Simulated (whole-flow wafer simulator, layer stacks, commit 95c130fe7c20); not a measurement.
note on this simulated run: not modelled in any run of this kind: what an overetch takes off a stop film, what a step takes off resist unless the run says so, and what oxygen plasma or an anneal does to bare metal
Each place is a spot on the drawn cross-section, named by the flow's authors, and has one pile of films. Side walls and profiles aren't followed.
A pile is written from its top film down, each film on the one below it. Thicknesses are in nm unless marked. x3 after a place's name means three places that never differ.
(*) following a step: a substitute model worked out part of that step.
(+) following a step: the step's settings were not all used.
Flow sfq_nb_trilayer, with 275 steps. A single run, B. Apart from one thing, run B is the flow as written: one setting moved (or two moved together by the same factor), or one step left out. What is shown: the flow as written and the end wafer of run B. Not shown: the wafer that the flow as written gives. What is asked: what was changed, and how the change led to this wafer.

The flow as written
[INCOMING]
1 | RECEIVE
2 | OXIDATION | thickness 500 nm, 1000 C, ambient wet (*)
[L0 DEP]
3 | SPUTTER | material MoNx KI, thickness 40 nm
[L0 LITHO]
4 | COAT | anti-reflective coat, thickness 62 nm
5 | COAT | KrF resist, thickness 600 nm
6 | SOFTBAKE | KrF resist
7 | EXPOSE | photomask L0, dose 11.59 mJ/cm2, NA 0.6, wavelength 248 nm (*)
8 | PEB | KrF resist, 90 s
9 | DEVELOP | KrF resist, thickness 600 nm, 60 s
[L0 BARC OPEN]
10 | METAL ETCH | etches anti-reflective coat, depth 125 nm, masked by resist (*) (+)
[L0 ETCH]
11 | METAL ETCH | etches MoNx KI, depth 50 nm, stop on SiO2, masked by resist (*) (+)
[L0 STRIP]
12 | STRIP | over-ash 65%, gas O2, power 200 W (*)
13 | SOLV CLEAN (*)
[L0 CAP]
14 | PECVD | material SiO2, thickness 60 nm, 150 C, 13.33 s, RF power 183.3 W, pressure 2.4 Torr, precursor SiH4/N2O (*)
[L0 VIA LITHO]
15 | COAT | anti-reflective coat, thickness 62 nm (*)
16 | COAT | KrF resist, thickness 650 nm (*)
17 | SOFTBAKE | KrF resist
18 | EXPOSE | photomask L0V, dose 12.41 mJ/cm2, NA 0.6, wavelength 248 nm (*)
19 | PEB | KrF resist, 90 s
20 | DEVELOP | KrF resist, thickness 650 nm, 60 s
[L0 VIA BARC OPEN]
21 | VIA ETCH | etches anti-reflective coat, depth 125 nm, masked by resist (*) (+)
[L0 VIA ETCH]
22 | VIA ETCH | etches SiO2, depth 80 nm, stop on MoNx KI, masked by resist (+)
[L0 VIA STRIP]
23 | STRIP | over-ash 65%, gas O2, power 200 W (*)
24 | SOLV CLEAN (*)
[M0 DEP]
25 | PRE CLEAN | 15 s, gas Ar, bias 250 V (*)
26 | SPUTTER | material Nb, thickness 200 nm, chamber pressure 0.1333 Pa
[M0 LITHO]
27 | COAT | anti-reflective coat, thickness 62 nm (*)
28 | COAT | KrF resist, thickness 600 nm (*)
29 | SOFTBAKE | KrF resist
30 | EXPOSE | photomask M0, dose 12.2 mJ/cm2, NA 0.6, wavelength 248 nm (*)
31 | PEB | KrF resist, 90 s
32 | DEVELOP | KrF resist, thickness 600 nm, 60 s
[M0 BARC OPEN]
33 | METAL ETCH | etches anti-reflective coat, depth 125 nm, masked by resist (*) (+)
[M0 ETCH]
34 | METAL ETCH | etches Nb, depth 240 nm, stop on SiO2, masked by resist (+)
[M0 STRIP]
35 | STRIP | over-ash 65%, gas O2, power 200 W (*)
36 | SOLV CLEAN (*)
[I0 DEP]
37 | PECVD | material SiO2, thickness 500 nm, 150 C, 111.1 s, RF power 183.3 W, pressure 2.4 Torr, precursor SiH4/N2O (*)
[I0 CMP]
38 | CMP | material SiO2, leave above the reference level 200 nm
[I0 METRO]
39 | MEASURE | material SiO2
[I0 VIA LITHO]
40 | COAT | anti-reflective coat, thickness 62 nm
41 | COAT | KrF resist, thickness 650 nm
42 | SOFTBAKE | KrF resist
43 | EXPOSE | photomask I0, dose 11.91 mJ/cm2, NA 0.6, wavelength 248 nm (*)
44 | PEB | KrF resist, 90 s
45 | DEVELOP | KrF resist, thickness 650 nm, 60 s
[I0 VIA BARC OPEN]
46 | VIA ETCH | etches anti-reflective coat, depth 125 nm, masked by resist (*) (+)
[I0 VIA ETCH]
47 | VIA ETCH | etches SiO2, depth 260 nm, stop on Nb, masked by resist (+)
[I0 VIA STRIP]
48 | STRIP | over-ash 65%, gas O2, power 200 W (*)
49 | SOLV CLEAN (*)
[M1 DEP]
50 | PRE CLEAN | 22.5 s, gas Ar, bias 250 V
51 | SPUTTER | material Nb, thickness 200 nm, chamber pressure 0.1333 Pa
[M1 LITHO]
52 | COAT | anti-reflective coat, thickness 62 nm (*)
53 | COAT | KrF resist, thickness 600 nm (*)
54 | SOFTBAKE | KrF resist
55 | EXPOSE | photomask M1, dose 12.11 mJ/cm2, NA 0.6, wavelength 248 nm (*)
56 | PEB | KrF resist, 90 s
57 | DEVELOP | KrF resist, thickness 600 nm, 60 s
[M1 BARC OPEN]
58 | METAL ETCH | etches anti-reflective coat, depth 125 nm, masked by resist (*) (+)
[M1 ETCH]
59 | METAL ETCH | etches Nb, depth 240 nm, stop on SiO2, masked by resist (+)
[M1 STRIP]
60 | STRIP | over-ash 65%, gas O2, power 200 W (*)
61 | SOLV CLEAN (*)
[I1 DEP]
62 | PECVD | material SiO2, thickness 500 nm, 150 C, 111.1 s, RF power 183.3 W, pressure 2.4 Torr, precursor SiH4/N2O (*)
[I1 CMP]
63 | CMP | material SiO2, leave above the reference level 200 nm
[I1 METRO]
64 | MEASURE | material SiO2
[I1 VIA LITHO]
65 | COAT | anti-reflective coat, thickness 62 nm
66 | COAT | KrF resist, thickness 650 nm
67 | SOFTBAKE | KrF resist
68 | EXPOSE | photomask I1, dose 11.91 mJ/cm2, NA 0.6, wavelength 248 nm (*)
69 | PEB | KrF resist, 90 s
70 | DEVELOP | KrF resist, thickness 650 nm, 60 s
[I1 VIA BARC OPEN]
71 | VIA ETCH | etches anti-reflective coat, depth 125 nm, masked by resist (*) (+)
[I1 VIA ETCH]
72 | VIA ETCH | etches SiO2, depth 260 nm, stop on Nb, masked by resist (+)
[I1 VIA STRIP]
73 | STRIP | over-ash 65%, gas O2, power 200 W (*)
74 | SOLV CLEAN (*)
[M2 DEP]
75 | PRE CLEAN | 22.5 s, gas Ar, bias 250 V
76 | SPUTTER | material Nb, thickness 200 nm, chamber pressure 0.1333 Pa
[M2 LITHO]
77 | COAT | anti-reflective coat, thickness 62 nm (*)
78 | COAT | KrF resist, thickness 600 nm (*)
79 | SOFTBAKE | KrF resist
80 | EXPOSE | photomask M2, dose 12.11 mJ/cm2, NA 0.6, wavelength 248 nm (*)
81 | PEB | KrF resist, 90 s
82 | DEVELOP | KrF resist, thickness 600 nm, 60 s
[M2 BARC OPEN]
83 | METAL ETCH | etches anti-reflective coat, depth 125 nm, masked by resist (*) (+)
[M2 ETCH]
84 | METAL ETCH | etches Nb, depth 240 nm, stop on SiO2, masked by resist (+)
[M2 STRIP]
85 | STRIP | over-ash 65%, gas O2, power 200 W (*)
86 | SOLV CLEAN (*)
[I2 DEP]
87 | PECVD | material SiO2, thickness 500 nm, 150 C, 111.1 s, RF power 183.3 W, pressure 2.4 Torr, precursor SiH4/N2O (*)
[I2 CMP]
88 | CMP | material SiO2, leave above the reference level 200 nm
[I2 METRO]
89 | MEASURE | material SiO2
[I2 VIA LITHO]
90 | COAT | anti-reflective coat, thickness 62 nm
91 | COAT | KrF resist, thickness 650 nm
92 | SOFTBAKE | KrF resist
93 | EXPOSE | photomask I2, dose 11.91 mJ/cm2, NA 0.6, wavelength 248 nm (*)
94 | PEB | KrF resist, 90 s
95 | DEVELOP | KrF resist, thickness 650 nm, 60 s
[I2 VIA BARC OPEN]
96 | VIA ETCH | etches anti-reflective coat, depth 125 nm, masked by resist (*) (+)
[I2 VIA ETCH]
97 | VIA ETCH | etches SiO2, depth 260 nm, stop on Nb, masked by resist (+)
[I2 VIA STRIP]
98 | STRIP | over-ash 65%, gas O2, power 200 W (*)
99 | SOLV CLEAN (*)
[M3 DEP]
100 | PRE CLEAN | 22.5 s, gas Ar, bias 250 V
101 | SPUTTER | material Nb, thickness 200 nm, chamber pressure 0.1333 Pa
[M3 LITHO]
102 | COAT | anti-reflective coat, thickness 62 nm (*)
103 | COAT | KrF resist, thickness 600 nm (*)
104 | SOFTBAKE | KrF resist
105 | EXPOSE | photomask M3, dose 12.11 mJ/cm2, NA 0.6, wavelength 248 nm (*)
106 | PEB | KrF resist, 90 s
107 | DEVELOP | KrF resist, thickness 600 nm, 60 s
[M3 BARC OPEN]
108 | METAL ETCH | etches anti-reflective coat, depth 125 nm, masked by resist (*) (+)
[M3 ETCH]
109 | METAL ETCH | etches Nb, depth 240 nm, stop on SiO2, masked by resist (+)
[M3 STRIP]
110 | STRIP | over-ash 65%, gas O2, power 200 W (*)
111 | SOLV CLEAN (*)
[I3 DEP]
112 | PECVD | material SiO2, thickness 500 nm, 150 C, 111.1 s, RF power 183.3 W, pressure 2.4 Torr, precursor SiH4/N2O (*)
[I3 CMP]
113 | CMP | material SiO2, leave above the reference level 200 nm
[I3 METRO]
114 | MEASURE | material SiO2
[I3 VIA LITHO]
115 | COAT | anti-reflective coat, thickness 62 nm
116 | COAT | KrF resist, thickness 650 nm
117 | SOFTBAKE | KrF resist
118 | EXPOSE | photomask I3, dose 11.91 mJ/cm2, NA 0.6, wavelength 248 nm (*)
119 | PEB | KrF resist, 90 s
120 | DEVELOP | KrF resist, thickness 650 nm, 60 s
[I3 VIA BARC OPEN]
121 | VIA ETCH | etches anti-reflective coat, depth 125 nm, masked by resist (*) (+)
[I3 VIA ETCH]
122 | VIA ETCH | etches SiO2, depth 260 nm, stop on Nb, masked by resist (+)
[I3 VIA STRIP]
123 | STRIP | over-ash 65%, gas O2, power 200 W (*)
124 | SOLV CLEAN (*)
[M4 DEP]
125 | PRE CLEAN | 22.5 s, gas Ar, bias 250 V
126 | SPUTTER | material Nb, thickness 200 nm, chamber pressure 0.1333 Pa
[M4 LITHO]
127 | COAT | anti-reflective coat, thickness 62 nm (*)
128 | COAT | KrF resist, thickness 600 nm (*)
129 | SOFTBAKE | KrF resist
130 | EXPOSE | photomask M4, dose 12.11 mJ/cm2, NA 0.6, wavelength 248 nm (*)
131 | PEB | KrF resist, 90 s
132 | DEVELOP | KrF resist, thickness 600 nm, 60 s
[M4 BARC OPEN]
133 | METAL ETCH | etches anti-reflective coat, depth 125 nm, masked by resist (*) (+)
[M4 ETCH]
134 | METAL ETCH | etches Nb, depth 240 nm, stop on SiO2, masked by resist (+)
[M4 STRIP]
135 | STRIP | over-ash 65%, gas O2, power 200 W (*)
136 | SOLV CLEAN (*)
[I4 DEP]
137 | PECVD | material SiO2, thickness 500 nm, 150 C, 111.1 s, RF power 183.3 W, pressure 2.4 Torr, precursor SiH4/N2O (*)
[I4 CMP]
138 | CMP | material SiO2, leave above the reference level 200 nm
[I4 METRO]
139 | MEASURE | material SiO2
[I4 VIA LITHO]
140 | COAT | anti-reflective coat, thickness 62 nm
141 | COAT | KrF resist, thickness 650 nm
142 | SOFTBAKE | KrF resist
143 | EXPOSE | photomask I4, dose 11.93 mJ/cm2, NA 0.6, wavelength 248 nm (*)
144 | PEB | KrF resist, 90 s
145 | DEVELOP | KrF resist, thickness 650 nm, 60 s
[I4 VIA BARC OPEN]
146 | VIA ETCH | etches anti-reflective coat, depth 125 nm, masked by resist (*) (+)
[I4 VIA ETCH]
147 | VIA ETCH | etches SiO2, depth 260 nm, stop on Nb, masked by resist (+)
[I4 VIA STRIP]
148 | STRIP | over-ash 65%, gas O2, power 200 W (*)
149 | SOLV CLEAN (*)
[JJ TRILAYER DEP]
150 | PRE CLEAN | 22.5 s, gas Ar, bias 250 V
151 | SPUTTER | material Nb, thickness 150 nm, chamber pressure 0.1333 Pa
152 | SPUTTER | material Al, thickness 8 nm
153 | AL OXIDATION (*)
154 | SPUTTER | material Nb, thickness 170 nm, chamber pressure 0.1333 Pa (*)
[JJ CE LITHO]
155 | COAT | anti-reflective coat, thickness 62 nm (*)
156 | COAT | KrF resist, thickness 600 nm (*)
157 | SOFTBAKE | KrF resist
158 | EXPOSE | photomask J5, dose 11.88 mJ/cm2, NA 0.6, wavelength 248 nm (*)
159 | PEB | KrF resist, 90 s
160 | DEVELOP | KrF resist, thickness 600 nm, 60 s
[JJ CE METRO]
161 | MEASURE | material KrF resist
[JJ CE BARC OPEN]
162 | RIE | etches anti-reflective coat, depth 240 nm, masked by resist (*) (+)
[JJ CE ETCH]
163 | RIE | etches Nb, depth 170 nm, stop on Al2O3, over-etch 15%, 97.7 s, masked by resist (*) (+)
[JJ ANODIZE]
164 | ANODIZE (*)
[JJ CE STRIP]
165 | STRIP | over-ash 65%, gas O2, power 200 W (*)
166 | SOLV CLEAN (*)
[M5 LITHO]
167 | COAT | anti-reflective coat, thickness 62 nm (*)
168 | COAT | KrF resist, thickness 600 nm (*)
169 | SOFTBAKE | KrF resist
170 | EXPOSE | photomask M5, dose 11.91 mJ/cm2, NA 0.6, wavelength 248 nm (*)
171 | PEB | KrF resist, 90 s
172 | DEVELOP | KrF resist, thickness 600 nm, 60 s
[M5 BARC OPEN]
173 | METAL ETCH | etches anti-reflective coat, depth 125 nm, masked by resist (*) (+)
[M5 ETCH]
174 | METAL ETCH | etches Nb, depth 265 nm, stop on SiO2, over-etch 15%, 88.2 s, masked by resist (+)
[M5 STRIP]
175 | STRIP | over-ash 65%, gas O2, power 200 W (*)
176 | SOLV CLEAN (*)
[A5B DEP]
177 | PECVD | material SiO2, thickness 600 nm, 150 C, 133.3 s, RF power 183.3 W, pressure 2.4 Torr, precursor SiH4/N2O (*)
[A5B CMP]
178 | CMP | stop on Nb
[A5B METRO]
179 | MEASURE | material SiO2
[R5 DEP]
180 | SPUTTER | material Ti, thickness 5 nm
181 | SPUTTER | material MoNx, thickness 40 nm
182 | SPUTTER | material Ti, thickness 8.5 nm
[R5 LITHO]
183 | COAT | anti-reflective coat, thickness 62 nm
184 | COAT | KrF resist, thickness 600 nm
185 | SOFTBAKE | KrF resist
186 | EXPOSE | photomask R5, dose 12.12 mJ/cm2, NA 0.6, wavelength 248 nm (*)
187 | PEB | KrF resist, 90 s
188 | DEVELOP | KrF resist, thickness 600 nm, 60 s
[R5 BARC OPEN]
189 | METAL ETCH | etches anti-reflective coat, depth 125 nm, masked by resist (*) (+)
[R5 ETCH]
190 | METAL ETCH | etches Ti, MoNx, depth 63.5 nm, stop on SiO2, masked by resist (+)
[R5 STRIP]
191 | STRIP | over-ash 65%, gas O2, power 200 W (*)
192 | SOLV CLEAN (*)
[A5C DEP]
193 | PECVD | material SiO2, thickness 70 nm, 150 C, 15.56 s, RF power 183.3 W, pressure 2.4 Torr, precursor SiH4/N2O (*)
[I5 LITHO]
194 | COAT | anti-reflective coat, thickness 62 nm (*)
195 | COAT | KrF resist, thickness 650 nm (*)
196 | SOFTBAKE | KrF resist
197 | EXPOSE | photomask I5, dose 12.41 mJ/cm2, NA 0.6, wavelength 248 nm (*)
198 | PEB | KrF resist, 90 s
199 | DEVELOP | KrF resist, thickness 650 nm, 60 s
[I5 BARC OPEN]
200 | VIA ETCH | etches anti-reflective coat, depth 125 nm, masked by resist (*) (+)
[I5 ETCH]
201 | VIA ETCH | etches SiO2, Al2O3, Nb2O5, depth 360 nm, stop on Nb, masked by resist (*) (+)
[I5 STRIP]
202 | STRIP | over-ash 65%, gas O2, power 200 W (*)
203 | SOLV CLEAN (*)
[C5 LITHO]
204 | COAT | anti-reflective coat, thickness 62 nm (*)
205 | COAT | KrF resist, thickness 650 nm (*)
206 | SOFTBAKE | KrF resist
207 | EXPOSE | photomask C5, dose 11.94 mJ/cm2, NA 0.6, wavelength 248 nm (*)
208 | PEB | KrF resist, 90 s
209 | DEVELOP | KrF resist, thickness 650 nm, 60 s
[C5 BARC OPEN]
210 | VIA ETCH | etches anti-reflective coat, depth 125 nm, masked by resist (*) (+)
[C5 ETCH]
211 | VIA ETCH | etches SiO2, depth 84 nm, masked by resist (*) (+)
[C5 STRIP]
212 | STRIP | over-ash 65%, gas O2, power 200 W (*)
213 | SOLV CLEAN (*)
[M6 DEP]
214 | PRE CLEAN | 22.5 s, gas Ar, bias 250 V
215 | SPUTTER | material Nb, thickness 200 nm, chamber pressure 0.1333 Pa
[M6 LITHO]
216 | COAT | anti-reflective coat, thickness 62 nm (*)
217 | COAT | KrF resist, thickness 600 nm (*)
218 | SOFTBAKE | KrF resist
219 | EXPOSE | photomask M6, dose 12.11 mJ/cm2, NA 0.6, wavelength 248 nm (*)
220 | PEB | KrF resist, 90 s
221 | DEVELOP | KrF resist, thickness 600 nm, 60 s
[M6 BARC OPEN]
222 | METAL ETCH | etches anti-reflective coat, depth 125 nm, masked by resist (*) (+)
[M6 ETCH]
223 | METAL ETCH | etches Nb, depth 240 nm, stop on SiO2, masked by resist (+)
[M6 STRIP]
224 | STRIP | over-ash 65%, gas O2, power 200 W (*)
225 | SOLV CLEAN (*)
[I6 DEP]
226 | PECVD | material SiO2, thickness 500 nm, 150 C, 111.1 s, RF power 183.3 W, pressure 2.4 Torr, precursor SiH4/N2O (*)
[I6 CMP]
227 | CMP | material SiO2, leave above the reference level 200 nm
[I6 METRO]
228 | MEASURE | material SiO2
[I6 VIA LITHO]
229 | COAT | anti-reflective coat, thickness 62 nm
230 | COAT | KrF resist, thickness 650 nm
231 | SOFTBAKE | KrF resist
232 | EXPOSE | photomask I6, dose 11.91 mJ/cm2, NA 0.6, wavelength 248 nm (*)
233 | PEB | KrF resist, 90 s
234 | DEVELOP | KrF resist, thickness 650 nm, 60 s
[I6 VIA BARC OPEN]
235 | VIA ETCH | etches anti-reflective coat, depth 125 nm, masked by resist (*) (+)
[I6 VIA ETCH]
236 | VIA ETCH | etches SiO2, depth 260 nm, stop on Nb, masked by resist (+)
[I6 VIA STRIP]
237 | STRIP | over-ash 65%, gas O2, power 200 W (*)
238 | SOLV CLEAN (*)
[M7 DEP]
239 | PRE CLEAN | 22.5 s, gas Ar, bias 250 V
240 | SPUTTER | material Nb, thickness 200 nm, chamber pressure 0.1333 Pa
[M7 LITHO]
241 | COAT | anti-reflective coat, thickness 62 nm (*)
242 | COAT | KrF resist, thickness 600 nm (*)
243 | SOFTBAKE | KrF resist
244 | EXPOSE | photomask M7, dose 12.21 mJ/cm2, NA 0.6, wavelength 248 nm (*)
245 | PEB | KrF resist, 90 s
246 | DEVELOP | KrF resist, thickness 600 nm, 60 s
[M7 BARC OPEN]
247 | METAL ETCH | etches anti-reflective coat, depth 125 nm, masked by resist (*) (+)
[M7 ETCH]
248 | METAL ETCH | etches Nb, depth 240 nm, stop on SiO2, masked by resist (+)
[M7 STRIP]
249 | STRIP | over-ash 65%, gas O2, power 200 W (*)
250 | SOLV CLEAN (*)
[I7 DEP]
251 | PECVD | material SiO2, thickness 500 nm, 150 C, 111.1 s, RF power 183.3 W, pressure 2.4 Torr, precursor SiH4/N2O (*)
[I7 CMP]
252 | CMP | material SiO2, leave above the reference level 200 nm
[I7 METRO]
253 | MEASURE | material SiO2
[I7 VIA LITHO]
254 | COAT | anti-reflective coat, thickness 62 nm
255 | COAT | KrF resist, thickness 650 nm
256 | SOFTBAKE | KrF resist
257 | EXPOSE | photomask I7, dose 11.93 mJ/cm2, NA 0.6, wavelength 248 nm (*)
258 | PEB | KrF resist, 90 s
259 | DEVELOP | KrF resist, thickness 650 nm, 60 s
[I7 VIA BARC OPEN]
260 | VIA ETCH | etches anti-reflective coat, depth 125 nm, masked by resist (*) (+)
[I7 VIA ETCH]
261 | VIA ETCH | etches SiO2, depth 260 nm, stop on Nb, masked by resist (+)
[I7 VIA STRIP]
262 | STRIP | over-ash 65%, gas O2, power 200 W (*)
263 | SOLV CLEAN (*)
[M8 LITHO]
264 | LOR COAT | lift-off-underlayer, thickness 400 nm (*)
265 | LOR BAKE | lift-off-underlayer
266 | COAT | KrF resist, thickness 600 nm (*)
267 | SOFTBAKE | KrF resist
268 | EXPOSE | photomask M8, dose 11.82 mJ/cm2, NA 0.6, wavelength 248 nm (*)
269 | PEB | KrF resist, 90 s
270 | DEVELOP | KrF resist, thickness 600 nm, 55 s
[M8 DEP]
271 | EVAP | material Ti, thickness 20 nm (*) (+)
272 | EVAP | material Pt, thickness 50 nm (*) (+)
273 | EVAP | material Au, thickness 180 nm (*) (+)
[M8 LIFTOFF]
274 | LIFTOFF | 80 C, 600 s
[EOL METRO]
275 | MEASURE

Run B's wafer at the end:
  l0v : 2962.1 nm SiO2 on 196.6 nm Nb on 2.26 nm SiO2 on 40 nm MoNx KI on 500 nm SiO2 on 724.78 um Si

The reason: step 22, VIA ETCH: depth 52.59 nm was run, while the flow as written has depth 80 nm.

The path from the change to this, step by step:
  22 | VIA ETCH | etches SiO2, depth 80 nm, stop on MoNx KI, masked by resist (+)
      l0v: SiO2 loses 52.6 (in the flow as written it would be: SiO2 loses 59.8 (all of it))
      field_l, v_sur, via_wl and 102 more: KrF resist loses 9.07 (in the flow as written it would be: KrF resist loses 13.8)
  25 | PRE CLEAN | 15 s, gas Ar, bias 250 V (*)
      l0v: SiO2 loses 5 (in the flow as written it would be: MoNx KI loses 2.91)
  27 | COAT | anti-reflective coat, thickness 62 nm (*)
      l0v: anti-reflective coat gains 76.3 (new film) (in the flow as written it would be: anti-reflective coat gains 78 (new film))
  35 | STRIP | over-ash 65%, gas O2, power 200 W (*)
      l0v: KrF resist loses 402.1 (all of it), anti-reflective coat loses 76.3 (all of it) (in the flow as written it would be: KrF resist loses 405.3 (all of it), anti-reflective coat loses 78 (all of it))
  38 | CMP | material SiO2, leave above the reference level 200 nm
      l0v: SiO2 loses 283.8 (in the flow as written it would be: SiO2 loses 277.8)
With metal films that touch counted as one body, l0v has 2 bodies (between them, from the top down: SiO2 2.26); the flow as written gives 1 body.
